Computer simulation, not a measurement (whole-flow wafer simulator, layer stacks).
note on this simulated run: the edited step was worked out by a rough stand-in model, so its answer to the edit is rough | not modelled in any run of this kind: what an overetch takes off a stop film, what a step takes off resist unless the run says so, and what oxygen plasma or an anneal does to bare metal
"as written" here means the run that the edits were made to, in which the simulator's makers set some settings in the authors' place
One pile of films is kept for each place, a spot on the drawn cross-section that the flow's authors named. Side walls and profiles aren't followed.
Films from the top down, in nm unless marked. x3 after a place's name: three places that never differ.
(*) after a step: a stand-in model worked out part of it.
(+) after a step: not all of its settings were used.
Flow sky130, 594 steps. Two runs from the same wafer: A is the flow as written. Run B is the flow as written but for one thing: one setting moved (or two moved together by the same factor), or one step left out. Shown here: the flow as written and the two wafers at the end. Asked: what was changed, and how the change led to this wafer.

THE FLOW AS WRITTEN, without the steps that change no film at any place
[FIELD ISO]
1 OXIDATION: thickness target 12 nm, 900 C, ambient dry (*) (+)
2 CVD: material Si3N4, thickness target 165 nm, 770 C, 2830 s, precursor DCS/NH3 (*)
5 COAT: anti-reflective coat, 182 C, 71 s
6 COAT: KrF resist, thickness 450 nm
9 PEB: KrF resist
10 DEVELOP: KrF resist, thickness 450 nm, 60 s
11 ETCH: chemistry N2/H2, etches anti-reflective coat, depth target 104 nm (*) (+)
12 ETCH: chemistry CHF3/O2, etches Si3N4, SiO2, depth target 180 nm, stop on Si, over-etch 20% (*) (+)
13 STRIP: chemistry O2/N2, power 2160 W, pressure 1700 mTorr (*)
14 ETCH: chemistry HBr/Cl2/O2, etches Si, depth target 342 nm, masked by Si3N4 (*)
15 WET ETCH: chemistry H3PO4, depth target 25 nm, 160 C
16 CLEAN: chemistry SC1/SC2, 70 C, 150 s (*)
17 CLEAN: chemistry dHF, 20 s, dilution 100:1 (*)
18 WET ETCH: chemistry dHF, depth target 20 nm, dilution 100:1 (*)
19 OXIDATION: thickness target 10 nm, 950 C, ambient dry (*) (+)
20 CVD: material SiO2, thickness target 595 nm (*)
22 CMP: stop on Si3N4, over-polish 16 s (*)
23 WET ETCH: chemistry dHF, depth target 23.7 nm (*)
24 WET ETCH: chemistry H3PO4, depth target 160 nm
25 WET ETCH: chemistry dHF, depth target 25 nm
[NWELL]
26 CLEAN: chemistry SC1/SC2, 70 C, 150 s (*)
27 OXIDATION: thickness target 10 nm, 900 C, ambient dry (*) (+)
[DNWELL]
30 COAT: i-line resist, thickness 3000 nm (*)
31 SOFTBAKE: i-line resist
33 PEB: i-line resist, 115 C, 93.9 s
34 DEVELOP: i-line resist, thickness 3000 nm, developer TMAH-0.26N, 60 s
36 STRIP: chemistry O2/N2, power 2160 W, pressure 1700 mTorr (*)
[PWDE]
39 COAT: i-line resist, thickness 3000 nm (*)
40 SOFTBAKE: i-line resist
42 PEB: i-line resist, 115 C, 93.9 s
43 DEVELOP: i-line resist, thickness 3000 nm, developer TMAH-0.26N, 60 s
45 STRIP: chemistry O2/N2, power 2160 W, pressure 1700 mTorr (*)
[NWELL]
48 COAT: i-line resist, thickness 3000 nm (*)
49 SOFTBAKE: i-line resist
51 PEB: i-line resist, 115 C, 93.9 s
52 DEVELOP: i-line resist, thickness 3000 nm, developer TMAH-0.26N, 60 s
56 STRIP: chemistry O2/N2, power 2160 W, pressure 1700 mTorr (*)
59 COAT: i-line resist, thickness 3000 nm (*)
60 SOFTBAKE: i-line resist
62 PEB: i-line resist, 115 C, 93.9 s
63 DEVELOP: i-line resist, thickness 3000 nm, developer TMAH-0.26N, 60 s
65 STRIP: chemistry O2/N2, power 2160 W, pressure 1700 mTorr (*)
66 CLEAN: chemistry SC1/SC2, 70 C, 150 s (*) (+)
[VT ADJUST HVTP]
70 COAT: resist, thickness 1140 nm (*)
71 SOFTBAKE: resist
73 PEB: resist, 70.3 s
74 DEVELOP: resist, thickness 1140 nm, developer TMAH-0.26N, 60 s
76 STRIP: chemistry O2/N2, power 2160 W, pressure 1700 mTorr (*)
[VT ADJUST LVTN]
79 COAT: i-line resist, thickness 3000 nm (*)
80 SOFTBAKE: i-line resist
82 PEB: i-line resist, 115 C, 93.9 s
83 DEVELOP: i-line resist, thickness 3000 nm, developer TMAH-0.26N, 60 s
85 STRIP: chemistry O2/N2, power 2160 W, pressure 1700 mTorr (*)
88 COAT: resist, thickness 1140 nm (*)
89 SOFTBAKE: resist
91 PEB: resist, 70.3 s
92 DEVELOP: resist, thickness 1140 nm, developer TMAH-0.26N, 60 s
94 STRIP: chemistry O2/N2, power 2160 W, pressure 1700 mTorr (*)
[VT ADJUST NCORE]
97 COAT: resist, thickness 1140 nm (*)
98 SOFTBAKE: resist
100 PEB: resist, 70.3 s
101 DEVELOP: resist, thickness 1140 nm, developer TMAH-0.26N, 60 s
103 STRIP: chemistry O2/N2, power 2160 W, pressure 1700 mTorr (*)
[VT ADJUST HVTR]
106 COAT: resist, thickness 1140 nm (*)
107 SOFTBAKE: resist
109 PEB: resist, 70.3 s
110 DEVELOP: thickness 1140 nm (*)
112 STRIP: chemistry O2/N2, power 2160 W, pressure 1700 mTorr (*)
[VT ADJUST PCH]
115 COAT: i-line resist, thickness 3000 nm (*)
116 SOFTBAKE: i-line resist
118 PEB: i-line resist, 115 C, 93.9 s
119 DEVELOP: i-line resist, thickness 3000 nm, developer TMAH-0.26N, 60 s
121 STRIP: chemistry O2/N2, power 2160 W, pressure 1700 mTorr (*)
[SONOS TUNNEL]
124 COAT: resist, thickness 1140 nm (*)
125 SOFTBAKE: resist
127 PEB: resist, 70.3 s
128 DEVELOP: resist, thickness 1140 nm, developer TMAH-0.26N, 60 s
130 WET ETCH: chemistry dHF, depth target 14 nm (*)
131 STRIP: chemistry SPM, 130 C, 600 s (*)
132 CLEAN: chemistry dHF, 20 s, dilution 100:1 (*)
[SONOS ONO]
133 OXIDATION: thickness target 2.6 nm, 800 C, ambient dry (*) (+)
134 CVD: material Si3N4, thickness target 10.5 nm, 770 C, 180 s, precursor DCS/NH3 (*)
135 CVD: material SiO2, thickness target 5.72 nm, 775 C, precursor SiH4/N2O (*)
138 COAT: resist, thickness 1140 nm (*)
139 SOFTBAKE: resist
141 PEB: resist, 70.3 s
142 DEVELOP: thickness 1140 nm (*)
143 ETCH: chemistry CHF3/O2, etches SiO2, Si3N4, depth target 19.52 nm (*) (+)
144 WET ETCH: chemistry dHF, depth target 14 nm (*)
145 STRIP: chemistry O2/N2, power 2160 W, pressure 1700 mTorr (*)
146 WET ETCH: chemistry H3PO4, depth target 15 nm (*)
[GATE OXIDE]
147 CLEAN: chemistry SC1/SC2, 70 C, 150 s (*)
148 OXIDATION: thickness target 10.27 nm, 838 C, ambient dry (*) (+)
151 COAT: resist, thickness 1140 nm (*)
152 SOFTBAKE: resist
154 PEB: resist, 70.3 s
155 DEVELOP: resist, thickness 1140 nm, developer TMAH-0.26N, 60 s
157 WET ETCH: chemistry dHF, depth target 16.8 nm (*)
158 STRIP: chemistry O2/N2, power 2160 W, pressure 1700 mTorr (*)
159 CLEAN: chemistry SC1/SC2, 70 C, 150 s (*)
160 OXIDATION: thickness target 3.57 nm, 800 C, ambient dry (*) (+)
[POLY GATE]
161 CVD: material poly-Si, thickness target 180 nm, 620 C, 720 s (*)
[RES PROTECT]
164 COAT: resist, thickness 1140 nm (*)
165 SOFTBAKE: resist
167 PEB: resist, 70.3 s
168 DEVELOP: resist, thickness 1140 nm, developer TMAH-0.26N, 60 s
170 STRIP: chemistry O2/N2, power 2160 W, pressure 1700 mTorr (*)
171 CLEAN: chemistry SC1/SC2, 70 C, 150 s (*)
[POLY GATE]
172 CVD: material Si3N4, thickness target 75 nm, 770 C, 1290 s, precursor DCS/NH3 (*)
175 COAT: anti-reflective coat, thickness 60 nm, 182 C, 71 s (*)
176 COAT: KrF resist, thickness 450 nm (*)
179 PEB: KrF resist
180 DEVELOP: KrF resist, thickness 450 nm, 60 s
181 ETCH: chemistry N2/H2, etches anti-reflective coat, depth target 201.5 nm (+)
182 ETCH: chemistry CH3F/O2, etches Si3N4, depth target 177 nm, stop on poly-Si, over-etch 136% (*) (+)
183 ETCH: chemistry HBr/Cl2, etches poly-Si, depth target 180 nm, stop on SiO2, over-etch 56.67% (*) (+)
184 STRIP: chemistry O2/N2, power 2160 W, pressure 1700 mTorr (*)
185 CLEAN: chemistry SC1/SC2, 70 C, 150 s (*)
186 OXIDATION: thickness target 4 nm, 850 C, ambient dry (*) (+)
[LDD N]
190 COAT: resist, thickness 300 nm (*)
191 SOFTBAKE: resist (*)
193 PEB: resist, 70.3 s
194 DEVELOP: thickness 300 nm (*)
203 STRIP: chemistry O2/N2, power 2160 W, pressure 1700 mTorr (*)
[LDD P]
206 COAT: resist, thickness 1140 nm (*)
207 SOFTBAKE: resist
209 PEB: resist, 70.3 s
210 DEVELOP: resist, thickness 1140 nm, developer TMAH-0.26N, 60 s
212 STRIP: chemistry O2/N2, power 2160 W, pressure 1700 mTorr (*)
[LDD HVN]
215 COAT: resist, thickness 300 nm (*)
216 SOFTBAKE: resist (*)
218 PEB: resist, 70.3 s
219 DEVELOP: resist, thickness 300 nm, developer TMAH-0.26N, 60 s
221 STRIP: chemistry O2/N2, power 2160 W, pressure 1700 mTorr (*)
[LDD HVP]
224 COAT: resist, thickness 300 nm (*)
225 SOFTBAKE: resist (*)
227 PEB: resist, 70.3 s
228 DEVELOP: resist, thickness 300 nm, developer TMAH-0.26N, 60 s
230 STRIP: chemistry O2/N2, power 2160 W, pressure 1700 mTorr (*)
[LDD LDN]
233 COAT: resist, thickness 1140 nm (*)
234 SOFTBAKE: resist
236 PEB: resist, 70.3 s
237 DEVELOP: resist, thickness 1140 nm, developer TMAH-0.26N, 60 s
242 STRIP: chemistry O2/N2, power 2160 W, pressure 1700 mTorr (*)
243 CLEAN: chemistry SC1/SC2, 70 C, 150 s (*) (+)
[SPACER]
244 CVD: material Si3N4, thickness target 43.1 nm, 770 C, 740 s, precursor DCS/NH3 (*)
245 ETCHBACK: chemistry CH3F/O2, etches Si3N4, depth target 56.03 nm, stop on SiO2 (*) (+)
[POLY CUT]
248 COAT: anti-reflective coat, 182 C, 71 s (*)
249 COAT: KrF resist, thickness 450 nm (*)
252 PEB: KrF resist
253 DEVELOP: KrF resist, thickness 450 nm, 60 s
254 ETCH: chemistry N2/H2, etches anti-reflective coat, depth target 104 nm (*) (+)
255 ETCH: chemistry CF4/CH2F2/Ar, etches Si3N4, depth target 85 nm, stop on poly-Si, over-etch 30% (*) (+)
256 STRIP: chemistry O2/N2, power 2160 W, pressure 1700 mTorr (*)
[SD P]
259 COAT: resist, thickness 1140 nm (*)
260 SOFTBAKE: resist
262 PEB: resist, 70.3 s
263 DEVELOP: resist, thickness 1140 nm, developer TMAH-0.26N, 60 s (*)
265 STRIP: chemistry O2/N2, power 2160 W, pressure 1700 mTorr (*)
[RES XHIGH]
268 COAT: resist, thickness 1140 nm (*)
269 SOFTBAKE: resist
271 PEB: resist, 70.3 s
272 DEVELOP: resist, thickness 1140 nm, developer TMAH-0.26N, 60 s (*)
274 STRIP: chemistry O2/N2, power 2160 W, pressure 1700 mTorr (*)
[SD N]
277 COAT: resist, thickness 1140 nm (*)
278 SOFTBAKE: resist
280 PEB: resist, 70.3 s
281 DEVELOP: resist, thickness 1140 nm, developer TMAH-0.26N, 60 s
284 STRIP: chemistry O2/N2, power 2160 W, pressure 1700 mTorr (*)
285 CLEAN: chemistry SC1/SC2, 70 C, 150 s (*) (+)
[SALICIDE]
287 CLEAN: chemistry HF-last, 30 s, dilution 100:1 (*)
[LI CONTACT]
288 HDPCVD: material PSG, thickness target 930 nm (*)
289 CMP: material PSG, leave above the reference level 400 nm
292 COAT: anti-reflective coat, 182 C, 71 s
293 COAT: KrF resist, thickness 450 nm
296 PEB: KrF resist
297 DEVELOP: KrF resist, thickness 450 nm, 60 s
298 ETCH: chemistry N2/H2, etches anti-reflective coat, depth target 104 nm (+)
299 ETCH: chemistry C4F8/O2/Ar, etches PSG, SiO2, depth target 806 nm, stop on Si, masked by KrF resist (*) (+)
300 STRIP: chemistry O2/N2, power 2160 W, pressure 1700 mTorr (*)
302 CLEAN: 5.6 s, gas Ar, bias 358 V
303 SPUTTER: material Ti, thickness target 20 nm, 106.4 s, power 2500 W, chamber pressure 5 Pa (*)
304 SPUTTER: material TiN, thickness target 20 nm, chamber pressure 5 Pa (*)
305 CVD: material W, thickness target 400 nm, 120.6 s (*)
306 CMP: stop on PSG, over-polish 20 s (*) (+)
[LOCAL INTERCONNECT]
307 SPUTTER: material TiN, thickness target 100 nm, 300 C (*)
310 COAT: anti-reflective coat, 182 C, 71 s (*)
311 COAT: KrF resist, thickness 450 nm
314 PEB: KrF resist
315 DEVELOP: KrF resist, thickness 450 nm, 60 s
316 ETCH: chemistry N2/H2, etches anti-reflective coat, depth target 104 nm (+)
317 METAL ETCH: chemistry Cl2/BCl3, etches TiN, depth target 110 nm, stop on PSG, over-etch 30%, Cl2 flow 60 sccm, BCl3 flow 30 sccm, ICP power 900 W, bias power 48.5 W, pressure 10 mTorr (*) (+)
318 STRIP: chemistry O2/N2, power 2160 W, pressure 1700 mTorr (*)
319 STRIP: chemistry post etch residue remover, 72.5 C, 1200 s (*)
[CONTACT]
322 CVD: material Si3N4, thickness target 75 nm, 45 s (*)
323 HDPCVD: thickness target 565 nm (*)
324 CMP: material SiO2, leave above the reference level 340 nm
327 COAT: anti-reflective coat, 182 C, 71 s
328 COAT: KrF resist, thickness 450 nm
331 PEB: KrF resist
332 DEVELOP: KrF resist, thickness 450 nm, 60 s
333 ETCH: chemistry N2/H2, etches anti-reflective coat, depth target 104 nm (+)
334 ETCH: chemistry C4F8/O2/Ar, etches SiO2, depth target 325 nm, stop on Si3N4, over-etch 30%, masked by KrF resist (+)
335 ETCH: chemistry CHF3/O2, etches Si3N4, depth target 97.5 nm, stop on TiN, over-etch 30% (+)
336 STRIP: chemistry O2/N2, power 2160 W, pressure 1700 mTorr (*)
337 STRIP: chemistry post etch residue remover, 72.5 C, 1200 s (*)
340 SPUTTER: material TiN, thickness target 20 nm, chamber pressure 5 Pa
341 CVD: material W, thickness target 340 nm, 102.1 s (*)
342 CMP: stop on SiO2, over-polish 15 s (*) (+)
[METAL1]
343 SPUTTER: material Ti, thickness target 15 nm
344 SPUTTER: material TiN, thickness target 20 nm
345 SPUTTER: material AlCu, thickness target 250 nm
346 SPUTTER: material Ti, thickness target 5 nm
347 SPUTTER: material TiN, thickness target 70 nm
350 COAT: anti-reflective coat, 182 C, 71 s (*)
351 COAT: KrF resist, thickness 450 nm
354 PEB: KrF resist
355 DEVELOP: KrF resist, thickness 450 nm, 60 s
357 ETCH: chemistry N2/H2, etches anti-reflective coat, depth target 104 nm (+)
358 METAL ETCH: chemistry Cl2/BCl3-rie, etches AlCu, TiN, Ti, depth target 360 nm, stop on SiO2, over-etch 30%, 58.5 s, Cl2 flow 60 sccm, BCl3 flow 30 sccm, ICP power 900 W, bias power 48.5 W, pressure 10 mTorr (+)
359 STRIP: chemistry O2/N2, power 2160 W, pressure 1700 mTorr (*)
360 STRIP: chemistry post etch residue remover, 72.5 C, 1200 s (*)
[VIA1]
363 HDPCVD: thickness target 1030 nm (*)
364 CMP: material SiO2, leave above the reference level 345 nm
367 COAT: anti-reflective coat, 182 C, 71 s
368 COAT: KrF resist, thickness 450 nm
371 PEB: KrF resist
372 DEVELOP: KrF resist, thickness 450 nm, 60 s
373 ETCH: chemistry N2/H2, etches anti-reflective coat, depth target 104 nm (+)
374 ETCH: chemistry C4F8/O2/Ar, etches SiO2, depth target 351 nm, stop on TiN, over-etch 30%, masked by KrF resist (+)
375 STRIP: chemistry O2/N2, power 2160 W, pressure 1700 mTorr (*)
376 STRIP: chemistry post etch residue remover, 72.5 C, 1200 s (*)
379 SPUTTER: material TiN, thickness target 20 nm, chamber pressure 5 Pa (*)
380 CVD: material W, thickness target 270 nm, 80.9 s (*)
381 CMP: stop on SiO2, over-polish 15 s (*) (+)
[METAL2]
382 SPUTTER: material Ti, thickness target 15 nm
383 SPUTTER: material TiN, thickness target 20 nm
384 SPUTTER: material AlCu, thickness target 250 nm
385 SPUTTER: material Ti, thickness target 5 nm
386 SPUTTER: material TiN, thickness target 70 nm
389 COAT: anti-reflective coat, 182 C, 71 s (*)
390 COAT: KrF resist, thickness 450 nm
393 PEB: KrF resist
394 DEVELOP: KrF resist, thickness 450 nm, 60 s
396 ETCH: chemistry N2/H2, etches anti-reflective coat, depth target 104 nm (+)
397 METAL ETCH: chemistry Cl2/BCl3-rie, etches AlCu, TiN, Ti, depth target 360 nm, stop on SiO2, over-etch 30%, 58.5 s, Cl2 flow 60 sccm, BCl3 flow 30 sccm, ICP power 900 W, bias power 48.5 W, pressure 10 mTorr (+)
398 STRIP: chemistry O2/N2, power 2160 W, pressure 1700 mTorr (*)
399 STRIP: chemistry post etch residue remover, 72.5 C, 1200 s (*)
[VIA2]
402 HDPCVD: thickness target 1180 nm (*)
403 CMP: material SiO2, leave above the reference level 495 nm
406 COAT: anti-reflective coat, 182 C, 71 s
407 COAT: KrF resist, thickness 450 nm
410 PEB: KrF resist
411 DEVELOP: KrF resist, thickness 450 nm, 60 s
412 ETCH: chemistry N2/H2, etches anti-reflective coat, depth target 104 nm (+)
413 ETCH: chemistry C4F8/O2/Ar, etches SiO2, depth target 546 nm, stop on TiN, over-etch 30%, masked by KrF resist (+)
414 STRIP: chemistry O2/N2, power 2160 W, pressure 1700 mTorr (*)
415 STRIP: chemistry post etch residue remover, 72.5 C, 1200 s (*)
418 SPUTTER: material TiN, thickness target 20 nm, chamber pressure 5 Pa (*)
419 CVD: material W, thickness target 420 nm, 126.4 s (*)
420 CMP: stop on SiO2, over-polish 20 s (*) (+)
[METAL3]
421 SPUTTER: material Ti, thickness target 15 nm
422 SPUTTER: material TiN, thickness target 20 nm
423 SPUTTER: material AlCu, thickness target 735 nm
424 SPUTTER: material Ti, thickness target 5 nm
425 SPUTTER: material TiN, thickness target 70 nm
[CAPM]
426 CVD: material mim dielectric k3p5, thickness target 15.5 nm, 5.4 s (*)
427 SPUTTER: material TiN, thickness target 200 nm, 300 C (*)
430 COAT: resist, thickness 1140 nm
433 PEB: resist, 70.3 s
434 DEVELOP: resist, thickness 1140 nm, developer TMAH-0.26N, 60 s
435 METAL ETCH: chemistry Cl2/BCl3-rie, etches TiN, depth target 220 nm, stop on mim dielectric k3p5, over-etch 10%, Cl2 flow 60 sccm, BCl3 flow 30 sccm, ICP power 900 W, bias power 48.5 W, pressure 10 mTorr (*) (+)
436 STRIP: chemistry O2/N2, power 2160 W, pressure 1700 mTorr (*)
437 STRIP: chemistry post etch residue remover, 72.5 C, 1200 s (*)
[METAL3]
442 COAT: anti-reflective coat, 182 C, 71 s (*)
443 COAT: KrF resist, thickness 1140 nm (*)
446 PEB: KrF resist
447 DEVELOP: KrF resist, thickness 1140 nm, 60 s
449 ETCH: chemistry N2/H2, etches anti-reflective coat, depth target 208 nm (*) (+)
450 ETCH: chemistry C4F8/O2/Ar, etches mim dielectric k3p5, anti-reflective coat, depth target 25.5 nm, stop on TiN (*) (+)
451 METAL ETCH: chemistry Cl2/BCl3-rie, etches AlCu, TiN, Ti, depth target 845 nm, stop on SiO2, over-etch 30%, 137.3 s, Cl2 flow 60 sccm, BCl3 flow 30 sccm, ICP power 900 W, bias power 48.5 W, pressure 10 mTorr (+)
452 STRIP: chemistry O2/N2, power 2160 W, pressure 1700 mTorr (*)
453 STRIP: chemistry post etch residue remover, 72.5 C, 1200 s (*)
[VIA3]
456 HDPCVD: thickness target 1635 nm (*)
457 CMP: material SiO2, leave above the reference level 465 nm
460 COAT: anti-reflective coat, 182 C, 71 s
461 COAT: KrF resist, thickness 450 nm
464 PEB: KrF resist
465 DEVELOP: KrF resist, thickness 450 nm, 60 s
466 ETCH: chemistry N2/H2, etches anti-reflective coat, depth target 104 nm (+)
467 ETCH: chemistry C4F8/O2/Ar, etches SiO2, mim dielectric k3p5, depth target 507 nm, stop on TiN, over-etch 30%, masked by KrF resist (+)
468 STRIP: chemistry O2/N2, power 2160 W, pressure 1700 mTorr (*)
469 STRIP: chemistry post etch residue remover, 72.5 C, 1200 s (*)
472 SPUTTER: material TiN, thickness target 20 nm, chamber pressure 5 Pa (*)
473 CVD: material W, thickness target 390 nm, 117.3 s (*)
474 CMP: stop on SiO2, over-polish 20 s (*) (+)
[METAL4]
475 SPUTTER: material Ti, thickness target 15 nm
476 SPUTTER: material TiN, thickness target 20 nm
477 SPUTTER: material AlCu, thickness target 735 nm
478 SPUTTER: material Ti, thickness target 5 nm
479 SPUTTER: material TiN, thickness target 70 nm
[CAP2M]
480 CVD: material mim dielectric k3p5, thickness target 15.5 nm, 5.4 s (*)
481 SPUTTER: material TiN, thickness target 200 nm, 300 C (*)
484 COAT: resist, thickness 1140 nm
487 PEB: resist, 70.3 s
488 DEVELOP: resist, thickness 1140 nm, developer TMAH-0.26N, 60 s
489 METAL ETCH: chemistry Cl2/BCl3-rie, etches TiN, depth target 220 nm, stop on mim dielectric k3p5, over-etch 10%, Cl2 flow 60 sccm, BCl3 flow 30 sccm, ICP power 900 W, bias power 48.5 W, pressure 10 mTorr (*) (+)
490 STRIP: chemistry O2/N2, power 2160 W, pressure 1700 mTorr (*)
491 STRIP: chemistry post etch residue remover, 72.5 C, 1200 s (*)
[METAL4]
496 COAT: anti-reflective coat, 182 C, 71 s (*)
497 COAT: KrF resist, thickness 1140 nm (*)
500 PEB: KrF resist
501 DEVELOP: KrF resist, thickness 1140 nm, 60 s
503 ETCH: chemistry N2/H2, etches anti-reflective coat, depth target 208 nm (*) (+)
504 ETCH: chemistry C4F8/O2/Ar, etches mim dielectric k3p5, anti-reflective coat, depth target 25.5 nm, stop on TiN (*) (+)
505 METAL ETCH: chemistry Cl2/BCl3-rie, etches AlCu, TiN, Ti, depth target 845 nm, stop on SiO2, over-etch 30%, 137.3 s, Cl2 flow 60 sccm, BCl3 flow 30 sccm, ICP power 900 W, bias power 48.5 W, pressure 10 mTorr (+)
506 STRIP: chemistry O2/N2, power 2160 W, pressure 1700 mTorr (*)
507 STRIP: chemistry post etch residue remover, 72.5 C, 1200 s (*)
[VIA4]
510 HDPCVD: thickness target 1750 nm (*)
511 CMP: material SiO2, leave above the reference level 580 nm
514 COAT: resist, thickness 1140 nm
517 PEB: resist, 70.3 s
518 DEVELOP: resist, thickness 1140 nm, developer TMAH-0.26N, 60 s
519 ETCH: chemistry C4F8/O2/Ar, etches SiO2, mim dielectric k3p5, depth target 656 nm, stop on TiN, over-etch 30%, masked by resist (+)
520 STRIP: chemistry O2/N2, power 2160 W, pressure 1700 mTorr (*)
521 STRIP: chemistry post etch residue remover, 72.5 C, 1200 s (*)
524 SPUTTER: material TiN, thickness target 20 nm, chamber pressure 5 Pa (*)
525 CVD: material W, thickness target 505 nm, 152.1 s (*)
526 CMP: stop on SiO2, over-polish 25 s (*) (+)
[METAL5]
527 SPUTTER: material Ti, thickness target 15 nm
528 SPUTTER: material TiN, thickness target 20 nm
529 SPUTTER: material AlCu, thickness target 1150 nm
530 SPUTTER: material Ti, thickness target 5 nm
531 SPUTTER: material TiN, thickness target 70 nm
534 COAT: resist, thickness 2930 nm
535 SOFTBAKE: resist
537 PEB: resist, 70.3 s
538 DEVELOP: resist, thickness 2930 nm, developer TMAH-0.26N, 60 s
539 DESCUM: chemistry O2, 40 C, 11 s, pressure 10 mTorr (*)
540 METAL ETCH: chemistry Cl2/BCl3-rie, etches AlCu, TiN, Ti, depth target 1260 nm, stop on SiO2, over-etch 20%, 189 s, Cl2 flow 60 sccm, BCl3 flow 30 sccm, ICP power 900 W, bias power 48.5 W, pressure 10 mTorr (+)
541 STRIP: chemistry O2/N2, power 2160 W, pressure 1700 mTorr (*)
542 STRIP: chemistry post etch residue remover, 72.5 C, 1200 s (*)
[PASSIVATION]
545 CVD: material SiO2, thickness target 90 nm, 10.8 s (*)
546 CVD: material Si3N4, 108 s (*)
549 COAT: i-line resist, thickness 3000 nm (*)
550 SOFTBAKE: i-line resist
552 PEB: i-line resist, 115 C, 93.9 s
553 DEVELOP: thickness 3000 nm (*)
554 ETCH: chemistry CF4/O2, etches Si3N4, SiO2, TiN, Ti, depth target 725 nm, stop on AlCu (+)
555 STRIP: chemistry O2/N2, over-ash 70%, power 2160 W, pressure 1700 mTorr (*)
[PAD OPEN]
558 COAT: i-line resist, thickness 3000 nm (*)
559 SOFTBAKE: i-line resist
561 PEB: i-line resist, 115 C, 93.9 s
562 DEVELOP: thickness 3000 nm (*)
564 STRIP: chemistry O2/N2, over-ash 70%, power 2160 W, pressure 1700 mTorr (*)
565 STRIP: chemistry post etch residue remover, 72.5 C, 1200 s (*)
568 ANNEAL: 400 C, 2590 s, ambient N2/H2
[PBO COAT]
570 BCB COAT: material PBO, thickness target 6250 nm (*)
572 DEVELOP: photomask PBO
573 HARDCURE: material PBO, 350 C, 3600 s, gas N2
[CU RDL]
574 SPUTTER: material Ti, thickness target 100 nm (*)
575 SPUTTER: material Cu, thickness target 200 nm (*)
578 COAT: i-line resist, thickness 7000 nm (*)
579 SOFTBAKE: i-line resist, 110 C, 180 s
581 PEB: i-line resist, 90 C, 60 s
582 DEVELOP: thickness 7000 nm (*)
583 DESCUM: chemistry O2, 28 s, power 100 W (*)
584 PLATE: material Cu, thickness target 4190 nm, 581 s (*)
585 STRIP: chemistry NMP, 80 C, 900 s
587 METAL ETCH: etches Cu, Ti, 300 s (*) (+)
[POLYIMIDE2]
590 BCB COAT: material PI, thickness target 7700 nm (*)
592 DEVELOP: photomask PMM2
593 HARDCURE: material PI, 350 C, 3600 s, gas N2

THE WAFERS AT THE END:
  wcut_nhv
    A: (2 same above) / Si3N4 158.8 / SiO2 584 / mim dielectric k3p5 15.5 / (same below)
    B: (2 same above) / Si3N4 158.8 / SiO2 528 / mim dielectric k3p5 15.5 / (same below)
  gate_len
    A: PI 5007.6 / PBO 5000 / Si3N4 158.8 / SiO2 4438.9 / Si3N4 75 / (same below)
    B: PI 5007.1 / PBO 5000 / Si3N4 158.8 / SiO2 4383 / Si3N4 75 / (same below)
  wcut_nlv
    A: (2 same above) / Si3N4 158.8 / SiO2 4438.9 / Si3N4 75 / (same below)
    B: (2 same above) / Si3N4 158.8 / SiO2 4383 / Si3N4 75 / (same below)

The cause: step 545, CVD: thickness target 49.5 nm was run, where the flow has thickness target 90 nm; step 545, CVD: 5.94 s was run, where the flow has 10.8 s.

How the change led to this, step by step:
  545 CVD: material SiO2, thickness target 90 nm, 10.8 s (*)
      field, active, gate and 175 more: A SiO2 +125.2 | B SiO2 +69.2
      n_well, p_well, sd_n and 12 more: A SiO2 +125.2 (new film) | B SiO2 +69.2 (new film)
  550 SOFTBAKE: i-line resist
      gate_p_lvt, iso_guard_hv_nw: A i-line resist +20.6 | B i-line resist +19
      active: A i-line resist +12 | B i-line resist +11
      (and at 58 more places)
  554 ETCH: chemistry CF4/O2, etches Si3N4, SiO2, TiN, Ti, depth target 725 nm, stop on AlCu (+)
      field, active, n_well and 189 more: A i-line resist -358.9 | B i-line resist -302.9
      pad: A Si3N4 -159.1 (all of it), SiO2 -125.2 (all of it), TiN -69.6 (all of it), Ti -5 (all of it) | B Si3N4 -159.1 (all of it), SiO2 -69.2 (all of it), TiN -69.6 (all of it), Ti -5 (all of it)
  555 STRIP: chemistry O2/N2, over-ash 70%, power 2160 W, pressure 1700 mTorr (*)
      gate_hv, dice_street, iso_guard and 83 more: A i-line resist -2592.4 (all of it) | B i-line resist -2648.3 (all of it)
      n_well, p_well, sd_n, sd_p: A i-line resist -1340.8 (all of it) | B i-line resist -1396.8 (all of it)
      (and at 65 more places)
  558 COAT: i-line resist, thickness 3000 nm (*)
      pad: A i-line resist +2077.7 (new film) | B i-line resist +2021.4 (new film)
  559 SOFTBAKE: i-line resist
      gate_p_lvt, iso_guard_hv_nw: A i-line resist +20.6 | B i-line resist +19
      field: A i-line resist +12.5 | B i-line resist +11.4
      (and at 65 more places)
  561 PEB: i-line resist, 115 C, 93.9 s
      pad: A i-line resist -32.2 | B i-line resist -31.2
  562 DEVELOP: thickness 3000 nm (*)
      pad: A i-line resist -2045.5 (all of it) | B i-line resist -1990.2 (all of it)
  578 COAT: i-line resist, thickness 7000 nm (*)
      pad: A i-line resist +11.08 um (new film) | B i-line resist +11.03 um (new film)
  579 SOFTBAKE: i-line resist, 110 C, 180 s
      mim, vcap_hvt: A i-line resist -16.8 | B i-line resist -15.9
      rpo_hd_licon, mim2: A i-line resist -14.9 | B i-line resist -14.1
      (and at 26 more places)
  582 DEVELOP: thickness 7000 nm (*)
      pad: A i-line resist -11.08 um (all of it) | B i-line resist -11.03 um (all of it)
